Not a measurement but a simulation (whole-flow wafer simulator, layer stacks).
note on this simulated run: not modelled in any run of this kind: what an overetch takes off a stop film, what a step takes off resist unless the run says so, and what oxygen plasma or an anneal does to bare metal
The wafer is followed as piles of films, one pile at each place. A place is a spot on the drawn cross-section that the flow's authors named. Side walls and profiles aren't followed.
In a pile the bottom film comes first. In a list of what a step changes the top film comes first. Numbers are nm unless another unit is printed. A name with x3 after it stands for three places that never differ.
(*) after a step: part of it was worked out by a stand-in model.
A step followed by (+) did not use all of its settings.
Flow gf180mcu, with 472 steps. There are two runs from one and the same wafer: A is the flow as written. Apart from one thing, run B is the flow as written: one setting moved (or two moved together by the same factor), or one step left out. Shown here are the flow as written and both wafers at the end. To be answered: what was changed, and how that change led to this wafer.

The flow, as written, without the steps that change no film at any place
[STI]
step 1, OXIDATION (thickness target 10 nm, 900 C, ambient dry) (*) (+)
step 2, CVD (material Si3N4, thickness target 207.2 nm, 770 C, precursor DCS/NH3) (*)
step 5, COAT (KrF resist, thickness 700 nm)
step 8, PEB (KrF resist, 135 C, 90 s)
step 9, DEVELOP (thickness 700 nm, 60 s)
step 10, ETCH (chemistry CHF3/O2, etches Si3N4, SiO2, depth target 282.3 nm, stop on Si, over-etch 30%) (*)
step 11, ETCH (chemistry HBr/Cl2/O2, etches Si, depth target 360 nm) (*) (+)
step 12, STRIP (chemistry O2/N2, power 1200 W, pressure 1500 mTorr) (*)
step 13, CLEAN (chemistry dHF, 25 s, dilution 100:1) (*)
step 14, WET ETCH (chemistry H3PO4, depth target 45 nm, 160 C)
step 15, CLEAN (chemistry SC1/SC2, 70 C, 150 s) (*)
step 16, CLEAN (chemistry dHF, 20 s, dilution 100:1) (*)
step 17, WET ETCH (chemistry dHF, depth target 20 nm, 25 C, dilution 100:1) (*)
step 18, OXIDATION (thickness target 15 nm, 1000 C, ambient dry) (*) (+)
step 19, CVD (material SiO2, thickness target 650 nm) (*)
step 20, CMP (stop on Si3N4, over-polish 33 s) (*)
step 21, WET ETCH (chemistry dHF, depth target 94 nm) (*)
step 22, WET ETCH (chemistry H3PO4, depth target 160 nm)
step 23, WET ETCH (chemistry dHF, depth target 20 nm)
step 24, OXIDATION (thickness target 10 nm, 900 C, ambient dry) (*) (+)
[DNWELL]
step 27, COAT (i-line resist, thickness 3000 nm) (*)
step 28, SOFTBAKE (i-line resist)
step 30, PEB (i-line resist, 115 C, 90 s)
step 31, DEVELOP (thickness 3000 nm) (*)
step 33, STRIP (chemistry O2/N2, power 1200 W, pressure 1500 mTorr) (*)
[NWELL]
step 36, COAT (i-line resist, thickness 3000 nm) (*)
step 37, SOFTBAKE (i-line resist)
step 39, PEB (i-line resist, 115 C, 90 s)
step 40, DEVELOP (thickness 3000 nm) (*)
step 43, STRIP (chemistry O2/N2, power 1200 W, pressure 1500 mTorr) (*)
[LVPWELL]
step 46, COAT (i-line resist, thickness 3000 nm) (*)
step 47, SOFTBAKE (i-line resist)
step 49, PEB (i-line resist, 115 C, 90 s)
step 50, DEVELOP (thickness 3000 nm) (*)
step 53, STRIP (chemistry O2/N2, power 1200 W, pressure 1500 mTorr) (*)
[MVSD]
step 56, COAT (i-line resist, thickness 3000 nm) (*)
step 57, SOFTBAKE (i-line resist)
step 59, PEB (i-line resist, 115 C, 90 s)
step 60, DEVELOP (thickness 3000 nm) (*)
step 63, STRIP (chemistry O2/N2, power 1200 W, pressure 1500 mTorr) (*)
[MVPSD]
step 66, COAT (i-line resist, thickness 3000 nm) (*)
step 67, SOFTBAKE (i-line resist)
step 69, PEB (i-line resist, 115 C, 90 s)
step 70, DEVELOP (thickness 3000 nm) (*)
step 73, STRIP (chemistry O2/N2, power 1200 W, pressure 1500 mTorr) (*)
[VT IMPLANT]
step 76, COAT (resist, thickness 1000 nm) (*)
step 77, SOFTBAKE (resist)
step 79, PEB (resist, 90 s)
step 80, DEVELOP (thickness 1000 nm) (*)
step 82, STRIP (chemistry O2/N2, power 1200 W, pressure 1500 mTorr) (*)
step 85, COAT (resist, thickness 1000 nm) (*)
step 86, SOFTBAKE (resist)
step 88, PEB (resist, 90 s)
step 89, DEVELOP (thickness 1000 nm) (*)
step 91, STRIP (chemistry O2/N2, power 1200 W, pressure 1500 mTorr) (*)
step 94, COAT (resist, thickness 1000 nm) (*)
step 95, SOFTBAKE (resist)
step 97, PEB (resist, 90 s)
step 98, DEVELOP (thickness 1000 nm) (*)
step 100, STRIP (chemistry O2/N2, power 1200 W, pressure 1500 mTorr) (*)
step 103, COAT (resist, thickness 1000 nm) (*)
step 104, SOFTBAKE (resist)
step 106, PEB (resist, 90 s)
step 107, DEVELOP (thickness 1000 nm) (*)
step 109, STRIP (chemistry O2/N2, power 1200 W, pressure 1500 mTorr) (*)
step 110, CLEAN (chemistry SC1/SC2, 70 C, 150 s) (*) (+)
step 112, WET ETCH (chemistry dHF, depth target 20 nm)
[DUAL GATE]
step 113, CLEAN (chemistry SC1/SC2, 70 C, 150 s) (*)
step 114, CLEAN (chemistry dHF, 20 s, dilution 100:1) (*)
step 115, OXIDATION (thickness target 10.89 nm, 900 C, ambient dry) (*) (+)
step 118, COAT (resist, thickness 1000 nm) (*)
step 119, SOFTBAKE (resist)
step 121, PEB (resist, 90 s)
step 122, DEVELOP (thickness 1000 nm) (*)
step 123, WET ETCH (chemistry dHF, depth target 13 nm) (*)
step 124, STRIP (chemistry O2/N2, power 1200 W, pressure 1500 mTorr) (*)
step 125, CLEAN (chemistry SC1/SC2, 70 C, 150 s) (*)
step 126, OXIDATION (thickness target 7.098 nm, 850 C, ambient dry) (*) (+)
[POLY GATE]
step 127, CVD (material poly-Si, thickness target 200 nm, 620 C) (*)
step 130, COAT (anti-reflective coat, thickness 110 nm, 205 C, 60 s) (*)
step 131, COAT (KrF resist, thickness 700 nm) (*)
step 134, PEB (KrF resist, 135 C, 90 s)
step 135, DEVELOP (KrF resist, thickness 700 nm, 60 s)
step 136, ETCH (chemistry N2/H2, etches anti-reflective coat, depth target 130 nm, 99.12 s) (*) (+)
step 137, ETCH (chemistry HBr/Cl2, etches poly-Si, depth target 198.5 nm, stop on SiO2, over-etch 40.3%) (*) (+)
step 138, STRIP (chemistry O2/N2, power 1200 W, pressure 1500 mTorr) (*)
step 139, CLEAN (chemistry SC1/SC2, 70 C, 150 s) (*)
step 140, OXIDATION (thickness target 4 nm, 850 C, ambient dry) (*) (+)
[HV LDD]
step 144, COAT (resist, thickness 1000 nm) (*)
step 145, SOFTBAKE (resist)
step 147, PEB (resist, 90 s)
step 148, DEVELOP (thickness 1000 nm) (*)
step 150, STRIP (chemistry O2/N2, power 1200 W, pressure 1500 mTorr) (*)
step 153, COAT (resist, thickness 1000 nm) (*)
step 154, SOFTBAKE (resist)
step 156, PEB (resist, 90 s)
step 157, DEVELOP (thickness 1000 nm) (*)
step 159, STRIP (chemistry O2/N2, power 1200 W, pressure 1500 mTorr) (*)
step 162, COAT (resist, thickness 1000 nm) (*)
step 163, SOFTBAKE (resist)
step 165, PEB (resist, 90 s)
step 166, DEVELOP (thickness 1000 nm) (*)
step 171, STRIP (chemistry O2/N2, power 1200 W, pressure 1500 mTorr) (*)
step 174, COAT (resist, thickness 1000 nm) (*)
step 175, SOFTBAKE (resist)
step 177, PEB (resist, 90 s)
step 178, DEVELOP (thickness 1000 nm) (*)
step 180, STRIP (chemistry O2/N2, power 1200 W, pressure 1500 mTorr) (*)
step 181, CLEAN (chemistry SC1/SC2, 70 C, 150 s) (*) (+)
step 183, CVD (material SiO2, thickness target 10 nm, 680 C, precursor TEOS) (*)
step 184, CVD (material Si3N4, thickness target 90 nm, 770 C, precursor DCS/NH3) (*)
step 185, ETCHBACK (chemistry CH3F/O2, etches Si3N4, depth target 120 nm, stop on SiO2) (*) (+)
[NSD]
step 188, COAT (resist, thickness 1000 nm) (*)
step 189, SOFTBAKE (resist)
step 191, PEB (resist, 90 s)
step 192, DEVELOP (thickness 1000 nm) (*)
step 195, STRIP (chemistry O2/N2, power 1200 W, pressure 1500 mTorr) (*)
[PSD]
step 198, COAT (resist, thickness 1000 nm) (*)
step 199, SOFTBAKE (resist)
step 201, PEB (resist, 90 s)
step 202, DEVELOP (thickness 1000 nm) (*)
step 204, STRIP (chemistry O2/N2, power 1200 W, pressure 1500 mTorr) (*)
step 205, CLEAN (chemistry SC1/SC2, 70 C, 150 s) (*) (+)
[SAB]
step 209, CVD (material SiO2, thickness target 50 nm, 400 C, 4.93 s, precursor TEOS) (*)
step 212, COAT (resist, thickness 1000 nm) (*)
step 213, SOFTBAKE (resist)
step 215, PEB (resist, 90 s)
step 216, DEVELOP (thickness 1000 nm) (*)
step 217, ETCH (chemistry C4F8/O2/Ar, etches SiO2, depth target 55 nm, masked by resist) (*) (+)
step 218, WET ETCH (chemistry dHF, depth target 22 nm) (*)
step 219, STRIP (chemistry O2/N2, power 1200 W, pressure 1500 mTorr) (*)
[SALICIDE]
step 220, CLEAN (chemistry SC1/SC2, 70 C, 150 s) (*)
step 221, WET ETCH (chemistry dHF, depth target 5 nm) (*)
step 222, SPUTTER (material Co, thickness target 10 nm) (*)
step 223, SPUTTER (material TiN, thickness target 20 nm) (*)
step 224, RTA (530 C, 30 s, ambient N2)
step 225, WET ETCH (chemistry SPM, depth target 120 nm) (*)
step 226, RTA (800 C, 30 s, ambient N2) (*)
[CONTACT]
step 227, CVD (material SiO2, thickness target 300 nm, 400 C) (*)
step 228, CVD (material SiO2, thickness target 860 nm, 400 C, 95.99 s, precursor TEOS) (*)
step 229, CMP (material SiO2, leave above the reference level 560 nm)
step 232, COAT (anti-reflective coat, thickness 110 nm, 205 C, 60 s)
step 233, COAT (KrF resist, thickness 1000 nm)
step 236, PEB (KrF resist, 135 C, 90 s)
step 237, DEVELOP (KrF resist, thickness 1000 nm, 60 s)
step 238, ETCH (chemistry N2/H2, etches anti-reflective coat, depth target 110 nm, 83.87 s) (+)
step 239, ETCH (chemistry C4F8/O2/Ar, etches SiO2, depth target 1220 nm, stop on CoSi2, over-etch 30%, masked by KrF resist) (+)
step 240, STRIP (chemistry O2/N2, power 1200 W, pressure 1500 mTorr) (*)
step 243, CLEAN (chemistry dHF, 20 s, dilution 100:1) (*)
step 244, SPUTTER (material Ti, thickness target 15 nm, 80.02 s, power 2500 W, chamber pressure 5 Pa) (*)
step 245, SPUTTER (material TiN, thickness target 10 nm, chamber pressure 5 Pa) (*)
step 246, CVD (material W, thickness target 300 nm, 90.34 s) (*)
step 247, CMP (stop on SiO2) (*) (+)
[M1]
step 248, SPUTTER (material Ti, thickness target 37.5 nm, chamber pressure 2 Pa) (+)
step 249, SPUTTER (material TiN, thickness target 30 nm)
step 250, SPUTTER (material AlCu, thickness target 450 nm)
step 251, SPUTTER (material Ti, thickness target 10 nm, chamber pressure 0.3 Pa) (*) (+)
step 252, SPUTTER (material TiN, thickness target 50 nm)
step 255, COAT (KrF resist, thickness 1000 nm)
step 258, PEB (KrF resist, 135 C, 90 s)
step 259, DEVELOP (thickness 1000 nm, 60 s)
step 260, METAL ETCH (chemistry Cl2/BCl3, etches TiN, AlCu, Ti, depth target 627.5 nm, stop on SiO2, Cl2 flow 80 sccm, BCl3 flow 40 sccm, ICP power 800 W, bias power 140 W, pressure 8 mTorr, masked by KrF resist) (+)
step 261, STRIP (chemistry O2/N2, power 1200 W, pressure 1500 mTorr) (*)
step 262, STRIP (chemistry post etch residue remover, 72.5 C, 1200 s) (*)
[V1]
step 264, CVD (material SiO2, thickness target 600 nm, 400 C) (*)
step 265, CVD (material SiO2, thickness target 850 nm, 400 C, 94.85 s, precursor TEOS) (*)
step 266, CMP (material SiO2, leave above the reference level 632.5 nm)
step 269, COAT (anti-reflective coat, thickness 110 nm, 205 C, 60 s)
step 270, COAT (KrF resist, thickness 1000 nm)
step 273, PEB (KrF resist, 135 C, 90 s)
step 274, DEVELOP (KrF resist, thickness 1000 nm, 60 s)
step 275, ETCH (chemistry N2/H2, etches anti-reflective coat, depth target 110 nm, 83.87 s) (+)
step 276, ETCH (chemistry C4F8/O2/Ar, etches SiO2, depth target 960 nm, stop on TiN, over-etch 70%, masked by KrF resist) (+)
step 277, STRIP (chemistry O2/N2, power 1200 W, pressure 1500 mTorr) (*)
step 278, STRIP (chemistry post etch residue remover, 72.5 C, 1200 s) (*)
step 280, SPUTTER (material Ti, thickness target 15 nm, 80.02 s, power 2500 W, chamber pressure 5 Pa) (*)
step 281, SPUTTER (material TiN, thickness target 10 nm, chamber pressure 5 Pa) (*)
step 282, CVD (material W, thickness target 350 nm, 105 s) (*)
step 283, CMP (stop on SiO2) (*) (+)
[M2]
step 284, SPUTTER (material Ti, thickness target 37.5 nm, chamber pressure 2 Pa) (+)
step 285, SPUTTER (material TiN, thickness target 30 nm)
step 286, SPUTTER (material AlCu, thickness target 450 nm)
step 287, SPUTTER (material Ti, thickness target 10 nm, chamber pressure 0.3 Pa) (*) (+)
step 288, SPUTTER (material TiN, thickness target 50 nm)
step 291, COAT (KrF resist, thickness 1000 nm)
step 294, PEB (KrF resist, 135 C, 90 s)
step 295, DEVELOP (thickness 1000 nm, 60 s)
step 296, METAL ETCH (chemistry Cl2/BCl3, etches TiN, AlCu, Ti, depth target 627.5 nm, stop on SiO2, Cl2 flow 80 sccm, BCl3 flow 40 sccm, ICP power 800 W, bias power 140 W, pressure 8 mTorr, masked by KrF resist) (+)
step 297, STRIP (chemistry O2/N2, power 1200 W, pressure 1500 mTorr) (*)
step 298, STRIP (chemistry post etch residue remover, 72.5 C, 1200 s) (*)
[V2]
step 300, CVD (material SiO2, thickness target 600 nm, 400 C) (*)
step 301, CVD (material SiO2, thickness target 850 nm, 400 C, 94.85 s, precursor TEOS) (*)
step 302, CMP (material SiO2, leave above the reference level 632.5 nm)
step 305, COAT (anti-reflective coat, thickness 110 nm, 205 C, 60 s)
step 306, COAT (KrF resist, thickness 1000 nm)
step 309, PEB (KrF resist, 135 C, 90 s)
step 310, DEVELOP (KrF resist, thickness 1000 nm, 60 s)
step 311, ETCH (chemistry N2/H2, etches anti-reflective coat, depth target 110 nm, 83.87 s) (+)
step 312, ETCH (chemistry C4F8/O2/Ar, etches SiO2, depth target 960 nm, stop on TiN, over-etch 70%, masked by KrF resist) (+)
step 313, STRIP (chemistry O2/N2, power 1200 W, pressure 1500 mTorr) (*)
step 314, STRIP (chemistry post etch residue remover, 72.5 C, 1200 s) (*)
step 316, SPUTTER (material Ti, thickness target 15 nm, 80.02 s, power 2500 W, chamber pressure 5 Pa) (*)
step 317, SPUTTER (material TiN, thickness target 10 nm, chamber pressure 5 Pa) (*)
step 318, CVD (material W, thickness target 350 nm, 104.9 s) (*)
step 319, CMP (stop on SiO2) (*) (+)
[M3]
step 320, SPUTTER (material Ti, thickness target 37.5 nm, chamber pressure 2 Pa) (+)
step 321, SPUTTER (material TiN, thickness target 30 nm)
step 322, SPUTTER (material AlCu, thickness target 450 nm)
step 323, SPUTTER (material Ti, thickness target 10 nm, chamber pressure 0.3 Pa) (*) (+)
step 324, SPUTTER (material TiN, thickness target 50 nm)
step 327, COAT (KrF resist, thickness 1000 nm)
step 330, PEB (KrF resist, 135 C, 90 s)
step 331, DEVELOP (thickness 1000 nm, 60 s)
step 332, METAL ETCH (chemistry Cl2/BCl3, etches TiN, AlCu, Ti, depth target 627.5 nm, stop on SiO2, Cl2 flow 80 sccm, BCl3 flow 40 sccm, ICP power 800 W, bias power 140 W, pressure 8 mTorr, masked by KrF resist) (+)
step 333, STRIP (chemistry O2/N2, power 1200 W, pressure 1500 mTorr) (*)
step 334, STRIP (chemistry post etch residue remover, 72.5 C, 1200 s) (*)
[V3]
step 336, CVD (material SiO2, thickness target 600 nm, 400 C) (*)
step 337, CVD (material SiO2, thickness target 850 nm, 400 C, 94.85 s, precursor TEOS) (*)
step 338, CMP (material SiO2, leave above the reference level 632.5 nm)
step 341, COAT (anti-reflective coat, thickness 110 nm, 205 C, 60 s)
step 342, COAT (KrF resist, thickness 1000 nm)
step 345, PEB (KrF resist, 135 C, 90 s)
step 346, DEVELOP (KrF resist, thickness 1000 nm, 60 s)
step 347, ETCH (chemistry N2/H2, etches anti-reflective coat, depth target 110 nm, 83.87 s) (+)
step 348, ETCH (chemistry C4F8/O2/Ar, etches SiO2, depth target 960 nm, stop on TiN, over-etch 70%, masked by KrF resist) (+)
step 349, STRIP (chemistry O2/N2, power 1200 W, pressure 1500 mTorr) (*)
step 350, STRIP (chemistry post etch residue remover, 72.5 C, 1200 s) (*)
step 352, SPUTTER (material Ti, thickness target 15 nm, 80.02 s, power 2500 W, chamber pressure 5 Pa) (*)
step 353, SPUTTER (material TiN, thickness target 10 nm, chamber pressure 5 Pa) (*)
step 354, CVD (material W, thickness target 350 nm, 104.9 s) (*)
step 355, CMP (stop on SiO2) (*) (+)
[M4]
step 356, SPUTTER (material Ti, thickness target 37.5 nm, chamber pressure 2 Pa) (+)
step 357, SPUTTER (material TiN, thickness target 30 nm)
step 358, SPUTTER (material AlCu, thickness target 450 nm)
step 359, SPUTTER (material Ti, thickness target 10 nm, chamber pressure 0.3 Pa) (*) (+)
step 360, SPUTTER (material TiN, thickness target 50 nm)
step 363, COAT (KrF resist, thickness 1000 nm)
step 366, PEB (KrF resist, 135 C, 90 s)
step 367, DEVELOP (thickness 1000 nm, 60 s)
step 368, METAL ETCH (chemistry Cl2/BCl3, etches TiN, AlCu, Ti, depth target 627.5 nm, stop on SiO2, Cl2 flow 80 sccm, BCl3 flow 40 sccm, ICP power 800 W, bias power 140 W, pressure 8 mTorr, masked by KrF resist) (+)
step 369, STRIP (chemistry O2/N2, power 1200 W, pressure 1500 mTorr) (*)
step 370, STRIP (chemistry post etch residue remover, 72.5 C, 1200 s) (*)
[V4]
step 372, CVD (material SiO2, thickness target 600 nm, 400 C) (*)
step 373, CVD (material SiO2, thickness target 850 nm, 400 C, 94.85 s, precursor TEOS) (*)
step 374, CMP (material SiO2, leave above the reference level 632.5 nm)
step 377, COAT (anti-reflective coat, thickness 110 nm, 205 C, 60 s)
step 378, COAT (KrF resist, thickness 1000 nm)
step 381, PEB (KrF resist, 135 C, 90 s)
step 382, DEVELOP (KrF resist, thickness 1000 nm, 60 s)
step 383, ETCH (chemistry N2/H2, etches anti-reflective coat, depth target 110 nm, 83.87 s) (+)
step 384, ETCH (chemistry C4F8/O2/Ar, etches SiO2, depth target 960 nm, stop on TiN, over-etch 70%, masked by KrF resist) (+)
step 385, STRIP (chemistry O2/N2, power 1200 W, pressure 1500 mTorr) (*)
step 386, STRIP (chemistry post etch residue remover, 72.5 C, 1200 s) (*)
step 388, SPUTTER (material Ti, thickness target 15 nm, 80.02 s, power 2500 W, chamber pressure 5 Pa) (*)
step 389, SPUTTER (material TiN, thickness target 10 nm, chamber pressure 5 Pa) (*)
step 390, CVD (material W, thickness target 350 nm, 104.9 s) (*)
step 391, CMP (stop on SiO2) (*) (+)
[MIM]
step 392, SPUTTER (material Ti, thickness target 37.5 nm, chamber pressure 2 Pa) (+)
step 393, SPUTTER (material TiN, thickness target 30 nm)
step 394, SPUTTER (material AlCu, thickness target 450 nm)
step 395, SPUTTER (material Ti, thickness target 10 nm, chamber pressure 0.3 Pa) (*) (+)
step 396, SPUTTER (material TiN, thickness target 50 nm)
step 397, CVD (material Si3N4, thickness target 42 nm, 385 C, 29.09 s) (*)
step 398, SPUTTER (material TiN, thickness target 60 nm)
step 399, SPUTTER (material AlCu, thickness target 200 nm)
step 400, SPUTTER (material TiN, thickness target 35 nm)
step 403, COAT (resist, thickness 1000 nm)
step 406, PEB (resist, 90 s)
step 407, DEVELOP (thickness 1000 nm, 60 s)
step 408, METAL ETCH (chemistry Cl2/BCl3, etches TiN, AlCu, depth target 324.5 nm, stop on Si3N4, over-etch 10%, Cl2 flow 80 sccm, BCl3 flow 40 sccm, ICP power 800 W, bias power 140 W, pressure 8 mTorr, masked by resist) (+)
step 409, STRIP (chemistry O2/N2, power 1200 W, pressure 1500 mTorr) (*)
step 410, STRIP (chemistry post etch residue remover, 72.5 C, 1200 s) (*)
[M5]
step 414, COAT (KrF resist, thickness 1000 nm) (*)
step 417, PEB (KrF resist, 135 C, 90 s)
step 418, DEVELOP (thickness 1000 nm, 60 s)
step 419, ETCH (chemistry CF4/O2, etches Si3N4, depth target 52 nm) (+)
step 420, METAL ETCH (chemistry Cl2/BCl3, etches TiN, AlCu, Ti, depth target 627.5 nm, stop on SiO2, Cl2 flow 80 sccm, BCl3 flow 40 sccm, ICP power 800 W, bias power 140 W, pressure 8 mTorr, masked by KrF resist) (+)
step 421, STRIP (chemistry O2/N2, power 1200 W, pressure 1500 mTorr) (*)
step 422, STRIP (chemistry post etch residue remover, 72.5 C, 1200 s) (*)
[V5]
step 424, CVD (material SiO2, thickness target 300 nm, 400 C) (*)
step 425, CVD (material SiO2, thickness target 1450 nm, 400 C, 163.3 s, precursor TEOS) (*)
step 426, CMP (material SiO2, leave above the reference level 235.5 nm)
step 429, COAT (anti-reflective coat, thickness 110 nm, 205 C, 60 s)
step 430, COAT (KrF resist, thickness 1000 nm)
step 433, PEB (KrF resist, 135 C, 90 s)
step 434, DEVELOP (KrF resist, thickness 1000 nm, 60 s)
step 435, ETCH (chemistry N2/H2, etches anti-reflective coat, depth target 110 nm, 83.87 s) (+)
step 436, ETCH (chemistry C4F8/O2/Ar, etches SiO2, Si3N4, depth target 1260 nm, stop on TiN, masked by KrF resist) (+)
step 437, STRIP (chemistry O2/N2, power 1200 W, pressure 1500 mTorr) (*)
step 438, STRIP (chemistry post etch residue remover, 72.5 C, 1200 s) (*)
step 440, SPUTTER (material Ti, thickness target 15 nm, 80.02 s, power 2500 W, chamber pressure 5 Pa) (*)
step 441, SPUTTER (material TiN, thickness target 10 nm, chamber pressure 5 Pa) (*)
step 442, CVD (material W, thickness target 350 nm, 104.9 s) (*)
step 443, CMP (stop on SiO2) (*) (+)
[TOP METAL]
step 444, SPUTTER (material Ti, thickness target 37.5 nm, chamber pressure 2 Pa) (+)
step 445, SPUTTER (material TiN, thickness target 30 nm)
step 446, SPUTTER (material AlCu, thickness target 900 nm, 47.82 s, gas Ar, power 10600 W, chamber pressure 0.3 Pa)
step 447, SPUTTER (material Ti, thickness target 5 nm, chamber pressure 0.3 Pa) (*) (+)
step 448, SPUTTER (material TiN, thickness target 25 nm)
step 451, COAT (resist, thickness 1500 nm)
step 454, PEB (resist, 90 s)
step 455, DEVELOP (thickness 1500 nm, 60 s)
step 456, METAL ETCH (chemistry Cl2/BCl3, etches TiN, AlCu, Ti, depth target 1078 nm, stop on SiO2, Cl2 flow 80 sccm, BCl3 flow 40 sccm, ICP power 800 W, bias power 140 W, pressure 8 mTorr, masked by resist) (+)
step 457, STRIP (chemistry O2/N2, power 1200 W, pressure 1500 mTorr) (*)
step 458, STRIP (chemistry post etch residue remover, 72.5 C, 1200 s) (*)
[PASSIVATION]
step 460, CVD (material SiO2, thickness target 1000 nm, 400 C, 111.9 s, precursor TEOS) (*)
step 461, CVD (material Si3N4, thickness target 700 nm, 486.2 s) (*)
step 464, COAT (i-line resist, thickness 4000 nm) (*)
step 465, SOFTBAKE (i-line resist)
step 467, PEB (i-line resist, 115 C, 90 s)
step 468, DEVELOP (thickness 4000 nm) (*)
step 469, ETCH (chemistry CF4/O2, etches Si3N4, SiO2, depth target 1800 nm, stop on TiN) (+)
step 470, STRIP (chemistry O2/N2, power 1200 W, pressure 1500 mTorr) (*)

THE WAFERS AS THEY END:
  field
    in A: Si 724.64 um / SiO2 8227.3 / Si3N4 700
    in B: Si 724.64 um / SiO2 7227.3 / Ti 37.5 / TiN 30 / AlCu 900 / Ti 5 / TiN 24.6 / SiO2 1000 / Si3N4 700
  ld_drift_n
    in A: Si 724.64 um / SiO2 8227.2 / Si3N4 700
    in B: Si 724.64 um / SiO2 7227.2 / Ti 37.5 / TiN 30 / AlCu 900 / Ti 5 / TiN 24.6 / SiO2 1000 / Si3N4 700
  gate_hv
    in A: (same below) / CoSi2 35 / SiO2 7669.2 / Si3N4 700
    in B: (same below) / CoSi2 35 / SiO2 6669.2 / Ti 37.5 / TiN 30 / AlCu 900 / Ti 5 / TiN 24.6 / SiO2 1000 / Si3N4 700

The reason: step 456, METAL ETCH: chemistry Cl2/BCl3, etches TiN, AlCu, Ti, depth target 1078 nm, stop on SiO2, Cl2 flow 80 sccm, BCl3 flow 40 sccm, ICP power 800 W, bias power 140 W, pressure 8 mTorr, masked by resist (+), was skipped.

How this came from the change, step by step:
  step 457, STRIP (chemistry O2/N2, power 1200 W, pressure 1500 mTorr) (*)
      field__w8, contact, m1, m1__w1, pad, m1_nw: A resist loses 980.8 (all of it) | B resist loses 1411.8 (all of it)
  step 460, CVD (material SiO2, thickness target 1000 nm, 400 C, 111.9 s, precursor TEOS) (*)
      field, field__w1, field__w2 and 103 more: A SiO2 gains 1000 | B SiO2 gains 1000 (new film)
  step 464, COAT (i-line resist, thickness 4000 nm) (*)
      field: A i-line resist gains 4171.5 (new film) | B i-line resist gains 4000 (new film)
      field__w8: A i-line resist gains 3093.1 (new film) | B i-line resist gains 4000 (new film)
      (and at 14 other places as well)
  step 465, SOFTBAKE (i-line resist)
      field__w11, field__w13, nw_enc_fld_lv__w4: A i-line resist gains 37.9 | B nothing
      field__w5, field__w9: A i-line resist gains 37.3 | B nothing
      (and at 63 other places as well)
  step 467, PEB (i-line resist, 115 C, 90 s)
      field__w8, m1__w1: A i-line resist loses 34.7 | B i-line resist loses 51.5
      contact, m1: A i-line resist loses 35.1 | B i-line resist loses 51.5
      (and at 2 other places as well)
  step 468, DEVELOP (thickness 4000 nm) (*)
      pad: A i-line resist loses 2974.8 (all of it) | B i-line resist loses 3948.5 (all of it)
  step 470, STRIP (chemistry O2/N2, power 1200 W, pressure 1500 mTorr) (*)
      field__w8, m1__w1: A i-line resist loses 1787.7 (all of it) | B i-line resist loses 2748.5 (all of it)
      contact: A i-line resist loses 1811.2 (all of it) | B i-line resist loses 2748.5 (all of it)
      (and at 2 other places as well)
Taking metal films that touch as one body, field has 1 body; the flow as written gives 0 bodies.
Taking metal films that touch as one body, ld_drift_n has 1 body; the flow as written gives 0 bodies.
Taking metal films that touch as one body, gate_hv has 2 bodies (between them, from the top down: SiO2 6669.2); the flow as written gives 1 body.
